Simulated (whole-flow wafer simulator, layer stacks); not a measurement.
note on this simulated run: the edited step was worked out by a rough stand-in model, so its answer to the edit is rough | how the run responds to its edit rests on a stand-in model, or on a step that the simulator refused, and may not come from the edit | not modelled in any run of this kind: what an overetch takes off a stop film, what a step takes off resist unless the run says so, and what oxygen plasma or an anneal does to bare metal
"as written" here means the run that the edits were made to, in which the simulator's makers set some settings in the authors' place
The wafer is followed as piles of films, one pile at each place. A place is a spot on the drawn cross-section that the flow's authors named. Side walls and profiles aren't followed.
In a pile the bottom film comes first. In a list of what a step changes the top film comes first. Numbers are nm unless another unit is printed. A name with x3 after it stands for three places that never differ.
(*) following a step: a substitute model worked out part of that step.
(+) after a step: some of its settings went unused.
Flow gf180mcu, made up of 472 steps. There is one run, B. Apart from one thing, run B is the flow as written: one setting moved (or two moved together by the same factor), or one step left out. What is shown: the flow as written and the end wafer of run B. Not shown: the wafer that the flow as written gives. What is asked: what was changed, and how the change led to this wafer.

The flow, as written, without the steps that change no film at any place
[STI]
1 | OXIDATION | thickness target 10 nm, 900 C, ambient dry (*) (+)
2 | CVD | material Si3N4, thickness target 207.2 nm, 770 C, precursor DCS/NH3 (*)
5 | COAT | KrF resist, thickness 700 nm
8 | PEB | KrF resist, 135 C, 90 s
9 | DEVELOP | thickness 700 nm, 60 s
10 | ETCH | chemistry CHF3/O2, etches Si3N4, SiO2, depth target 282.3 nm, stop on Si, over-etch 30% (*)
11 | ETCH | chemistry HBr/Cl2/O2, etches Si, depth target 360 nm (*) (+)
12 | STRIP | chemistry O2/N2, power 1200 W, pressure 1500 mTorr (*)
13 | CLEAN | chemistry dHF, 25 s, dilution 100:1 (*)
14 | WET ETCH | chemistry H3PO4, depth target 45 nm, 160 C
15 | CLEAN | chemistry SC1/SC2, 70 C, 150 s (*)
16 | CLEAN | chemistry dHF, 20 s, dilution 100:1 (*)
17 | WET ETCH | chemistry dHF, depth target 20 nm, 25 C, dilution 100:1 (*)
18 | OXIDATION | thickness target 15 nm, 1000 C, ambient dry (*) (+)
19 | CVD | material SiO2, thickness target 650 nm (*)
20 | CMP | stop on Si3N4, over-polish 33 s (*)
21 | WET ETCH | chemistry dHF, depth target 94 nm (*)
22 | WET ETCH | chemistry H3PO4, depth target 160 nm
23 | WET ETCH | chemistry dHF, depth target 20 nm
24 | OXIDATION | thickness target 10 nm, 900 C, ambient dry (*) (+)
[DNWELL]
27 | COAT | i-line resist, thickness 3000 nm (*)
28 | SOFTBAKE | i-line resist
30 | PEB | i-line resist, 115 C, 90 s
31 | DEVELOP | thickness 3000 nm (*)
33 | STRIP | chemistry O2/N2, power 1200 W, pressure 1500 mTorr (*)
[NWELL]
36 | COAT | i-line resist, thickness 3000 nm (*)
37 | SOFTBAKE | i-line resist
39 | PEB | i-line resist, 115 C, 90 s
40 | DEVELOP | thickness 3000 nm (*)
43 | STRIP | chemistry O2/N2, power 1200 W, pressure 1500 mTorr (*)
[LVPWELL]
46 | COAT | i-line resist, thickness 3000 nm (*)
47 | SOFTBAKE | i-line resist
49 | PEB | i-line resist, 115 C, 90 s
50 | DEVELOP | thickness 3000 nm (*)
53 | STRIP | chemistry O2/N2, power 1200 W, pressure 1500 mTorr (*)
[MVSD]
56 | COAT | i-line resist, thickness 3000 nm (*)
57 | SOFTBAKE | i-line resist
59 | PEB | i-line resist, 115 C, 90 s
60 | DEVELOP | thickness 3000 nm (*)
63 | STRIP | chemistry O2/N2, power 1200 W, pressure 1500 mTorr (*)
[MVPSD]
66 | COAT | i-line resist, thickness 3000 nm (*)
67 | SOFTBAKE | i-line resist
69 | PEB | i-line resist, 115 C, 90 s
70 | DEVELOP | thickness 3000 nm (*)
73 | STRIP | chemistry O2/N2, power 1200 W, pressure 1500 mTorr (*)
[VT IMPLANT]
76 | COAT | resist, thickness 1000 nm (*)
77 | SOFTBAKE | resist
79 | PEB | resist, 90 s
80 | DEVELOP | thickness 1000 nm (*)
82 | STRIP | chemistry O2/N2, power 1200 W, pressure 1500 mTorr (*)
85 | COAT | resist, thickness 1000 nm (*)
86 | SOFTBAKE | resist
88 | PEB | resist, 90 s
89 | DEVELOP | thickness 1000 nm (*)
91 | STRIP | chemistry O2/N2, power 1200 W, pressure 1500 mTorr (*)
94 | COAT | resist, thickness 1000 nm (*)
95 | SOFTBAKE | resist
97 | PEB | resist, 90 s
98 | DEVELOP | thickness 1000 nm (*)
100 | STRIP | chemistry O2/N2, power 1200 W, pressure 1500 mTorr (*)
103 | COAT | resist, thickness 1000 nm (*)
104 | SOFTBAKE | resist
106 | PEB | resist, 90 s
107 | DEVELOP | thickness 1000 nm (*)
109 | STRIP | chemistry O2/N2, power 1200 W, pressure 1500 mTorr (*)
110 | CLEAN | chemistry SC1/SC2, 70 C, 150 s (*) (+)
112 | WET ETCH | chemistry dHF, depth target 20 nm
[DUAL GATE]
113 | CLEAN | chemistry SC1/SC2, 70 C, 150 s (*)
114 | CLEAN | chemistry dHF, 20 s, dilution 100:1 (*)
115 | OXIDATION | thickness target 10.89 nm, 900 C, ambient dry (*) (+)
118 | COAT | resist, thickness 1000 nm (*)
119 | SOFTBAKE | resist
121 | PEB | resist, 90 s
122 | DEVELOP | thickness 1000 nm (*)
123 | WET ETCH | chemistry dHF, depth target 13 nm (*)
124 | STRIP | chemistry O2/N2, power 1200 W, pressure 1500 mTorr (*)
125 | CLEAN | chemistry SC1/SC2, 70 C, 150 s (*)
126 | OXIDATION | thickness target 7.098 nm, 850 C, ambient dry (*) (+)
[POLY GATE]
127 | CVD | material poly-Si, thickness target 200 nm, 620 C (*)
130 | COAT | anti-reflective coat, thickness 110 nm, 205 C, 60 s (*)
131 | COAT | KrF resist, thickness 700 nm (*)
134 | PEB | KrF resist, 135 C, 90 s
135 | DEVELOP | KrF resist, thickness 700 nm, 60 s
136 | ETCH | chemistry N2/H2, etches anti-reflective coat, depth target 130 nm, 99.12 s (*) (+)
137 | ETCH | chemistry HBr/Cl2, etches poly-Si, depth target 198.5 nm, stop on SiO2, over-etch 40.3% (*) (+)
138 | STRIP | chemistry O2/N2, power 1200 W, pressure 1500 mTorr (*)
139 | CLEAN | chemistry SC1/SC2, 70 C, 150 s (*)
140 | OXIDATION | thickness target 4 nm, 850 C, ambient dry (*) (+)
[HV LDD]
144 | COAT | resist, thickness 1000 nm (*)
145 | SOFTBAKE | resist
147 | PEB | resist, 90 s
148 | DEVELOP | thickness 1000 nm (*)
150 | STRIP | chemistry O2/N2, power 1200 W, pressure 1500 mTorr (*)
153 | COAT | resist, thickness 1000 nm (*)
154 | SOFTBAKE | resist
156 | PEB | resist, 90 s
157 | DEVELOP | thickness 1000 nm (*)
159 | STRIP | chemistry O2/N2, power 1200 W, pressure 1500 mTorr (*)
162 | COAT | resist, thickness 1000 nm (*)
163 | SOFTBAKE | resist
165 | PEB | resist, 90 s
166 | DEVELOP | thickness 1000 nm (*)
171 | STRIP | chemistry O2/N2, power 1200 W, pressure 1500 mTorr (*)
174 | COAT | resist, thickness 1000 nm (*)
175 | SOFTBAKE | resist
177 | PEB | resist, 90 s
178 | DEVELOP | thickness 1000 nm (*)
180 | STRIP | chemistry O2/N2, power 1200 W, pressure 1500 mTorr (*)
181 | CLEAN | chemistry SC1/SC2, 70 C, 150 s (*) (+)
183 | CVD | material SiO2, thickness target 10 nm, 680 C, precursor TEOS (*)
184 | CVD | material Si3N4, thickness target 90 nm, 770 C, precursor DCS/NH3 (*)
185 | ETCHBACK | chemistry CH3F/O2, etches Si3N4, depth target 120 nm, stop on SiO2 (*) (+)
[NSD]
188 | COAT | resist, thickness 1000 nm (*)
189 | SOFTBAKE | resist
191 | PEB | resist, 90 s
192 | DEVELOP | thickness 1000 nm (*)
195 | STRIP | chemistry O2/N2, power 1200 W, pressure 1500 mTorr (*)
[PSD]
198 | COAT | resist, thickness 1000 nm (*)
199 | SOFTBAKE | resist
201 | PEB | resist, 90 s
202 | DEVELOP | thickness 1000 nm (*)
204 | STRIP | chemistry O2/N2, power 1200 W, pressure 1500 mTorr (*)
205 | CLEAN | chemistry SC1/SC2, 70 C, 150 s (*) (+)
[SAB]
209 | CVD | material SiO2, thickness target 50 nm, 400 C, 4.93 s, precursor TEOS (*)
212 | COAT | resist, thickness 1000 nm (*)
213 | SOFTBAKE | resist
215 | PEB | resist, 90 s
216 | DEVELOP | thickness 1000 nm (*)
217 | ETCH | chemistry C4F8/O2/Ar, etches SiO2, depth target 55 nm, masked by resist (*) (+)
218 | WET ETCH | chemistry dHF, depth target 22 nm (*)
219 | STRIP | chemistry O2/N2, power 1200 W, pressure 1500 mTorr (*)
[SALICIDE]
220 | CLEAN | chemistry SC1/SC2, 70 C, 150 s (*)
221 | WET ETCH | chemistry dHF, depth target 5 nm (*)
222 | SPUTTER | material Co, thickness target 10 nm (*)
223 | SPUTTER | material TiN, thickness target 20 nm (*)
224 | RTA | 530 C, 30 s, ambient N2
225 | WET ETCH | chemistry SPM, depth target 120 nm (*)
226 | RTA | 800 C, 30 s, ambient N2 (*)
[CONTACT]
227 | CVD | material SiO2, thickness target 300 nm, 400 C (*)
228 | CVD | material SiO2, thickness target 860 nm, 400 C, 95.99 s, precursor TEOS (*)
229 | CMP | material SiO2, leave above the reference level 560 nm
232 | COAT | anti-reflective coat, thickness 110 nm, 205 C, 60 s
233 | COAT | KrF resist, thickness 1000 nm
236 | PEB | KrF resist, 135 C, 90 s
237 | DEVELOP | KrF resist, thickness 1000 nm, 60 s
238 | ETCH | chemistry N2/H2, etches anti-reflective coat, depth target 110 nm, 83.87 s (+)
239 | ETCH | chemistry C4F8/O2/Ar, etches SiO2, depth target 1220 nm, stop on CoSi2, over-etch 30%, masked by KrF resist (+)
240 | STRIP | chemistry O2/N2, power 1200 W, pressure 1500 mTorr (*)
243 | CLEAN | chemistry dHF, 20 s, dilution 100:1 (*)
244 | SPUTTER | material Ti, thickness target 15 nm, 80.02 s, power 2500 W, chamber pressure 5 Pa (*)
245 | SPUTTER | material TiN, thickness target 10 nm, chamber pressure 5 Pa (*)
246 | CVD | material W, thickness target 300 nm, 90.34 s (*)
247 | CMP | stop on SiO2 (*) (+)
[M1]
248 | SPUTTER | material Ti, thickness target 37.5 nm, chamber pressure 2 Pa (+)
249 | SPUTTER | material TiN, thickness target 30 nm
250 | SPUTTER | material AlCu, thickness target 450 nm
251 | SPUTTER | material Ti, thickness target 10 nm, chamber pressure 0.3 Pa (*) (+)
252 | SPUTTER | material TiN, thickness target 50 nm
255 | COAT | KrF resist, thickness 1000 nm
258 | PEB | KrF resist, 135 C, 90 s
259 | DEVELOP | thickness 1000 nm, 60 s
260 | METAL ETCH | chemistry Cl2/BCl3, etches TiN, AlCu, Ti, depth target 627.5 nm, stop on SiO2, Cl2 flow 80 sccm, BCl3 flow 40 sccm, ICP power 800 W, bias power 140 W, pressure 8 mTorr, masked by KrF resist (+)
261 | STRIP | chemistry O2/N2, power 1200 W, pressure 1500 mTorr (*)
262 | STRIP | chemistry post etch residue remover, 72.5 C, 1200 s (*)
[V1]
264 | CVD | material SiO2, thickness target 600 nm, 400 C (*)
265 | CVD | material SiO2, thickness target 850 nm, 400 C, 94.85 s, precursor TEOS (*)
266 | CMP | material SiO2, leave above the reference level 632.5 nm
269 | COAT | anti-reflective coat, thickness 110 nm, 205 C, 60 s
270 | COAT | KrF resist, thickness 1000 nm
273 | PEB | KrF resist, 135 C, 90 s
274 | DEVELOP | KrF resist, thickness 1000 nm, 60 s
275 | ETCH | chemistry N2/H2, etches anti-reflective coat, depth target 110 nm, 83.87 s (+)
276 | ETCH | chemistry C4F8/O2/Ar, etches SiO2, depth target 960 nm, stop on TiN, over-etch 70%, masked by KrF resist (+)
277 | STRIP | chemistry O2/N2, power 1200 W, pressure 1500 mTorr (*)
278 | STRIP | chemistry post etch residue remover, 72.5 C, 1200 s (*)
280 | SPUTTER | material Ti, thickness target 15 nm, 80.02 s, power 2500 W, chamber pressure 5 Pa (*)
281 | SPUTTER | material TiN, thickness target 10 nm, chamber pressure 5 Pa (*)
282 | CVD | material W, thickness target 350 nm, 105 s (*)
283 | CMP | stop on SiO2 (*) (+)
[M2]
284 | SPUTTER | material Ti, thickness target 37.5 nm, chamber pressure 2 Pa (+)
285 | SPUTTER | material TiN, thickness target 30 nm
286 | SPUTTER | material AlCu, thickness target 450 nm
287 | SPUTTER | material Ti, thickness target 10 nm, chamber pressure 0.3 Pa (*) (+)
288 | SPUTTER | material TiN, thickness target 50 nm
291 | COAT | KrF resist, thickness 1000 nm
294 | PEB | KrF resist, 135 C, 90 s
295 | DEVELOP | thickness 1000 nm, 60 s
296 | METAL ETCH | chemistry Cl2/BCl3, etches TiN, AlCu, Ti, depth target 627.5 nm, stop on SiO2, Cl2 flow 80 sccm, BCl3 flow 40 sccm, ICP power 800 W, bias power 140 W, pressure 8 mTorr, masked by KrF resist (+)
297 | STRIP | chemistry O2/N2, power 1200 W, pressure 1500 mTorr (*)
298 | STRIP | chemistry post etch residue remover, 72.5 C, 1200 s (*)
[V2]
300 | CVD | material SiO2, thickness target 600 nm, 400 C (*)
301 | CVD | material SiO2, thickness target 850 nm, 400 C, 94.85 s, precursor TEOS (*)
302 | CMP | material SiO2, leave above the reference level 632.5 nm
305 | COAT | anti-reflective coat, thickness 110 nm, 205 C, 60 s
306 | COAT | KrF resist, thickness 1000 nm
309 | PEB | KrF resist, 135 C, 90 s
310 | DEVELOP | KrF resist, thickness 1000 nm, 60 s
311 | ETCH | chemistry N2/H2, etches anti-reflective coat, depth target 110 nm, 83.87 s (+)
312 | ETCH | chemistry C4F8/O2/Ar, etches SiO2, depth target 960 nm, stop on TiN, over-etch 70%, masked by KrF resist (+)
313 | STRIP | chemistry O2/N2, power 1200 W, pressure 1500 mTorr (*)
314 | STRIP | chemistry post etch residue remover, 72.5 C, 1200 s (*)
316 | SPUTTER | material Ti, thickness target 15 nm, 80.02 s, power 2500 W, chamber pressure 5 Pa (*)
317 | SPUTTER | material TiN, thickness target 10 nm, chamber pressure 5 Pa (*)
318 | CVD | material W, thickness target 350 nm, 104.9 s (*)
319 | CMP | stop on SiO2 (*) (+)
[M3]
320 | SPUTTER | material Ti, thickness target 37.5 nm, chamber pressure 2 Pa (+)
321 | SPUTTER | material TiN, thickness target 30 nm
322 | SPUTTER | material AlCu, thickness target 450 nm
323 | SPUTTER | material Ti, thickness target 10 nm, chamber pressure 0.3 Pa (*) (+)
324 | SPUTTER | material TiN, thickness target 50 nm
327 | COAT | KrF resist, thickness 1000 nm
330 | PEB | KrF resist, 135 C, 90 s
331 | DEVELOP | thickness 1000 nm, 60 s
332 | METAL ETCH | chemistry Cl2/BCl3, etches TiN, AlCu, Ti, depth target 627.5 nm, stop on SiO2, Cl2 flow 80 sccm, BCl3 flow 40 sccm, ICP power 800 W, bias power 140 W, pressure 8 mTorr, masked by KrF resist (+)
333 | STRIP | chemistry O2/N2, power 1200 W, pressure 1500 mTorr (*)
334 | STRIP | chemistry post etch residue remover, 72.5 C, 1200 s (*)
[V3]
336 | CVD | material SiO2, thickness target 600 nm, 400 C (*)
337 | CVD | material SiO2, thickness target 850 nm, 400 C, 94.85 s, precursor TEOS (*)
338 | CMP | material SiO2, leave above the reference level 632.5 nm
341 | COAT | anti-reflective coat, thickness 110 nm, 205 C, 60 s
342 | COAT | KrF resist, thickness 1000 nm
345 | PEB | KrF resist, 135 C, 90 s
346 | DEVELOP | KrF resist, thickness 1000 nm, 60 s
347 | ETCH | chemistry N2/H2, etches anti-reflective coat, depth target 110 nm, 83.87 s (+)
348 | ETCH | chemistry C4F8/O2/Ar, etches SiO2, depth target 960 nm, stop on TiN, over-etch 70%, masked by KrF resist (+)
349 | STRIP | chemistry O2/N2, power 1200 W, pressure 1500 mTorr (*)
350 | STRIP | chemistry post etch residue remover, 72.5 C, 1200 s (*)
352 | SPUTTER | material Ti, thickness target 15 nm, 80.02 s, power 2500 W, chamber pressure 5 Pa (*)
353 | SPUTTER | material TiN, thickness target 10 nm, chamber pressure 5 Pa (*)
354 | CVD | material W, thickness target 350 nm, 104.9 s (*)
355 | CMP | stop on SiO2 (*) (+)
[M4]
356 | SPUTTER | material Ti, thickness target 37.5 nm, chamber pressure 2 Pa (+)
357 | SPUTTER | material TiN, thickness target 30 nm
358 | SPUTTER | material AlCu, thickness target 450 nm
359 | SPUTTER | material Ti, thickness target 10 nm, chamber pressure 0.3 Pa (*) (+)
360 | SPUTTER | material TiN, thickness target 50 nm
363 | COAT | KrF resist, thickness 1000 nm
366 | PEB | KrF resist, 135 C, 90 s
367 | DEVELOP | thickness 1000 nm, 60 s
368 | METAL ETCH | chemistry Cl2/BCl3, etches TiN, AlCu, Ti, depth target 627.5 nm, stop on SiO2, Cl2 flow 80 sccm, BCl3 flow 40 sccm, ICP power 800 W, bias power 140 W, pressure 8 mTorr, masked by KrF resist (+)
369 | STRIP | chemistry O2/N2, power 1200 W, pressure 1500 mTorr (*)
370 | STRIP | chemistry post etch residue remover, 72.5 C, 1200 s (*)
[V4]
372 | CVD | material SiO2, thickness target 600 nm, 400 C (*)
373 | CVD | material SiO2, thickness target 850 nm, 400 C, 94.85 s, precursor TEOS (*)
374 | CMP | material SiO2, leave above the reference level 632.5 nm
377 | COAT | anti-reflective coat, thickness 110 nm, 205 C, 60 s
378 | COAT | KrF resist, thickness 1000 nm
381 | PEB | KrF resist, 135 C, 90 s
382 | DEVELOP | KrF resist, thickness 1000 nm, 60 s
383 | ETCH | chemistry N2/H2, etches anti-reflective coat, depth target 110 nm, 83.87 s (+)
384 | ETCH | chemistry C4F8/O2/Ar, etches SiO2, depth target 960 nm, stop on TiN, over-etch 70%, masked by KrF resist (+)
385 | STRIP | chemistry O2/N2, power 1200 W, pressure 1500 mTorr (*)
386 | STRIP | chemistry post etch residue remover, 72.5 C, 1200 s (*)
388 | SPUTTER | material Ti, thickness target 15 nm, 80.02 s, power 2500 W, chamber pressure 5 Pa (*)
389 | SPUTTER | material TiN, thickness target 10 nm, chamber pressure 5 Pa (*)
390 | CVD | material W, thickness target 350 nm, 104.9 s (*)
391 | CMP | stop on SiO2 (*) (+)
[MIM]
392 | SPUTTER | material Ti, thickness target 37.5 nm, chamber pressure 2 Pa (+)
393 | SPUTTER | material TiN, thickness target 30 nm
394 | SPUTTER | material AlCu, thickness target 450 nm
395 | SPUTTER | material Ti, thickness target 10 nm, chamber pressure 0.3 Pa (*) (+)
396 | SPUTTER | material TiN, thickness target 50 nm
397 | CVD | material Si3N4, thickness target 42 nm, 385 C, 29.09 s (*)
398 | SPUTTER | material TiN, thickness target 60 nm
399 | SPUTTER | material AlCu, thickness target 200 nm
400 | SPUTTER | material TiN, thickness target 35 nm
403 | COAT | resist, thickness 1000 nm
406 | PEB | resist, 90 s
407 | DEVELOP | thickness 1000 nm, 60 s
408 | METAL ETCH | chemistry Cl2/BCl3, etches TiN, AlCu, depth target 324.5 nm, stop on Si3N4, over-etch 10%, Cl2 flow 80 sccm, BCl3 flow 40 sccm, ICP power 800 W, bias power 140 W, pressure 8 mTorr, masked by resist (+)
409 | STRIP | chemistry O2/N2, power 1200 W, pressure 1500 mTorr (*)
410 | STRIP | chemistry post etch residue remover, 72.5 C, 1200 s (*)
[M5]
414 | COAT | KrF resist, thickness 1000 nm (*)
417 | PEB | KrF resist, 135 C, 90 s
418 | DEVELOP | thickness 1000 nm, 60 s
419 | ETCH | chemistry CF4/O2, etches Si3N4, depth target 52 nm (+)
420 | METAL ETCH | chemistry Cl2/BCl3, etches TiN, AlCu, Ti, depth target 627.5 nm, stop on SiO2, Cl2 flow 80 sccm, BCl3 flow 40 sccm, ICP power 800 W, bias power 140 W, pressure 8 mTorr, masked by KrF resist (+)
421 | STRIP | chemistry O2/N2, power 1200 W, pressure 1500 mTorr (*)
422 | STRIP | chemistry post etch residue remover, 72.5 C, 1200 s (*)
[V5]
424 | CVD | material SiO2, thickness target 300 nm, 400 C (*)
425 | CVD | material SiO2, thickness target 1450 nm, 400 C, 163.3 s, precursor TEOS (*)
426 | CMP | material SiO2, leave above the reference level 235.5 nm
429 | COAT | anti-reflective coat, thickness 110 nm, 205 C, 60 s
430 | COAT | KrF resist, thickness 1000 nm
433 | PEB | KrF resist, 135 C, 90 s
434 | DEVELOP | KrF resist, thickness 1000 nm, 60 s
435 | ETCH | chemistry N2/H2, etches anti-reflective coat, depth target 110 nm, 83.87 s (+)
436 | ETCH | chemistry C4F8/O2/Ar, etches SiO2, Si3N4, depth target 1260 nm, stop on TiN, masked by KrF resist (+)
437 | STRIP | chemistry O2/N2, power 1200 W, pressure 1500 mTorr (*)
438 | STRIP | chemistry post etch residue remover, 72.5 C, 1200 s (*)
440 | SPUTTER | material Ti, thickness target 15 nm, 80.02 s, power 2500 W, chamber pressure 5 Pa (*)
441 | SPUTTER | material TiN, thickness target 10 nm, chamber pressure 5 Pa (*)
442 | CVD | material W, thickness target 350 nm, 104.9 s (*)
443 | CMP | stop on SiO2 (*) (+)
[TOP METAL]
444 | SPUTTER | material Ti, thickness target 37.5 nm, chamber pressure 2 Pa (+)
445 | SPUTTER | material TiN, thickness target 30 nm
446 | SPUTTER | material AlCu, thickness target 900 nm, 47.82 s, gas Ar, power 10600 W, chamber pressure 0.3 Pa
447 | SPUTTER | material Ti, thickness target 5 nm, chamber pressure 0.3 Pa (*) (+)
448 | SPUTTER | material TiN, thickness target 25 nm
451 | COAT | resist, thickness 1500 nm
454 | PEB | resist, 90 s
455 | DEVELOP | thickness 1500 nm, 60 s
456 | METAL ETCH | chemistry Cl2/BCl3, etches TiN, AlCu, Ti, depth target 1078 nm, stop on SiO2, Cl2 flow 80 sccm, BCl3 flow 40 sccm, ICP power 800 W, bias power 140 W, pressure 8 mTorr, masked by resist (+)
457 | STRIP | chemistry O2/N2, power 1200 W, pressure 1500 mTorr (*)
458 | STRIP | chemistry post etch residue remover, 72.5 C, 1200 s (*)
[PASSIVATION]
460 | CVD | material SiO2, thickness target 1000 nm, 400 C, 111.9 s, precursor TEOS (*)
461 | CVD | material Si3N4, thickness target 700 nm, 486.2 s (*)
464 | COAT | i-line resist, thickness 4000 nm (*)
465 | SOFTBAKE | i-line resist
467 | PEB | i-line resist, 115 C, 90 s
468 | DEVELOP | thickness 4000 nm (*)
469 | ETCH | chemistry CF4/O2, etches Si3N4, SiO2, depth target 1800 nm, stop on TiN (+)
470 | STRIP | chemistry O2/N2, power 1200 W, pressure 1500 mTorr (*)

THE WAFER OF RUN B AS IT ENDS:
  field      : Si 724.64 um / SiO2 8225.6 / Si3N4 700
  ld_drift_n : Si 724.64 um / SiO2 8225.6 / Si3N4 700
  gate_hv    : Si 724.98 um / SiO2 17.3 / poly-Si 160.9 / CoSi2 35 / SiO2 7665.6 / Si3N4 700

What caused this: step 126, OXIDATION: thickness target 10.6 nm was run, whereas the flow has thickness target 7.098 nm; step 137, ETCH: depth target 298 nm was run, where the flow has depth target 198.5 nm.

Step by step, how the change led to this:
  126 | OXIDATION | thickness target 7.098 nm, 850 C, ambient dry (*) (+)
      gate_hv, active_hv, active_nat and 25 more: SiO2 gains 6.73, Si loses 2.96 (as written it would have been: SiO2 gains 3.72, Si loses 1.64)
      active, n_well, p_well and 12 more: SiO2 gains 10.6 (new film), chemical SiO2 loses 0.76 (all of it), Si loses 4.33 (as written it would have been: SiO2 gains 7.1 (new film), chemical SiO2 loses 0.76 (all of it), Si loses 2.79)
      (as well as at 37 more places)
  137 | ETCH | chemistry HBr/Cl2, etches poly-Si, depth target 198.5 nm, stop on SiO2, over-etch 40.3% (*) (+)
      field__w3, field__w12, field_sub and 7 more: poly-Si loses 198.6 (all of it), SiO2 loses 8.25 (as written it would have been: poly-Si loses 198.6 (all of it), SiO2 loses 0.4)
      field__w6, sti, m1 and 7 more: poly-Si loses 198.4 (all of it), SiO2 loses 8.26 (as written it would have been: poly-Si loses 198.4 (all of it), SiO2 loses 0.41)
      (as well as at 44 more places)
  140 | OXIDATION | thickness target 4 nm, 850 C, ambient dry (*) (+)
      active, n_well, p_well and 6 more: SiO2 gains 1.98, Si loses 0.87 (as written it would have been: SiO2 gains 1.17, Si loses 0.51)
      pplus_u, iso_ntap_nw, iso_ptap_sub, vpnp_e: SiO2 gains 1.99, Si loses 0.87 (as written it would have been: SiO2 gains 1.17, Si loses 0.51)
  144 | COAT | resist, thickness 1000 nm (*)
      ldn_drn: resist gains 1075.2 (new film) (as written it would have been: resist gains 1052.6 (new film))
      ldp_drn: resist gains 1074.9 (new film) (as written it would have been: resist gains 1052 (new film))
  145 | SOFTBAKE | resist
      active_nat: resist gains 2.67 (as written it would have been: resist gains 1.52)
      ldn_drn: resist gains 1.4 (as written it would have been: resist gains 0.34)
      (as well as at 1 more place)
  147 | PEB | resist, 90 s
      ldn_drn, ldp_drn: resist loses 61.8 (as written it would have been: resist loses 60.4)
  150 | STRIP | chemistry O2/N2, power 1200 W, pressure 1500 mTorr (*)
      ldn_drn: resist loses 1014.7 (all of it) (as written it would have been: resist loses 992.5 (all of it))
      ldp_drn: resist loses 1014.5 (all of it) (as written it would have been: resist loses 992 (all of it))
  153 | COAT | resist, thickness 1000 nm (*)
      ldn_drn: resist gains 1075.2 (new film) (as written it would have been: resist gains 1052.6 (new film))
      ldp_drn: resist gains 1074.9 (new film) (as written it would have been: resist gains 1052 (new film))
  154 | SOFTBAKE | resist
      active_nat: resist gains 2.67 (as written it would have been: resist gains 1.52)
      ldn_drn: resist gains 1.4 (as written it would have been: resist gains 0.34)
      (as well as at 1 more place)
  156 | PEB | resist, 90 s
      ldn_drn, ldp_drn: resist loses 61.8 (as written it would have been: resist loses 60.4)
  159 | STRIP | chemistry O2/N2, power 1200 W, pressure 1500 mTorr (*)
      ldn_drn: resist loses 1014.7 (all of it) (as written it would have been: resist loses 992.5 (all of it))
      ldp_drn: resist loses 1014.5 (all of it) (as written it would have been: resist loses 992 (all of it))
  162 | COAT | resist, thickness 1000 nm (*)
      ldn_drn: resist gains 1075.2 (new film) (as written it would have been: resist gains 1052.6 (new film))
      ldp_drn: resist gains 1074.9 (new film) (as written it would have been: resist gains 1052 (new film))
  163 | SOFTBAKE | resist
      active_nat: resist gains 2.67 (as written it would have been: resist gains 1.52)
      ldn_drn: resist gains 1.4 (as written it would have been: resist gains 0.34)
      (as well as at 1 more place)
  165 | PEB | resist, 90 s
      ldn_drn, ldp_drn: resist loses 61.8 (as written it would have been: resist loses 60.4)
  166 | DEVELOP | thickness 1000 nm (*)
      ldn_drn: resist loses 1014.7 (all of it) (as written it would have been: resist loses 992.6 (all of it))
  171 | STRIP | chemistry O2/N2, power 1200 W, pressure 1500 mTorr (*)
      ldp_drn: resist loses 1014.5 (all of it) (as written it would have been: resist loses 992 (all of it))
  ... 10 further steps ...
  229 | CMP | material SiO2, leave above the reference level 560 nm
      field_sub, field_sub__w2: SiO2 loses 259 (as written it would have been: SiO2 loses 265.7)
      nw_enc_fld_lv__w1, nw_enc_fld_lv__w4: SiO2 loses 325.3 (as written it would have been: SiO2 loses 332.3)
      (as well as at 14 more places)
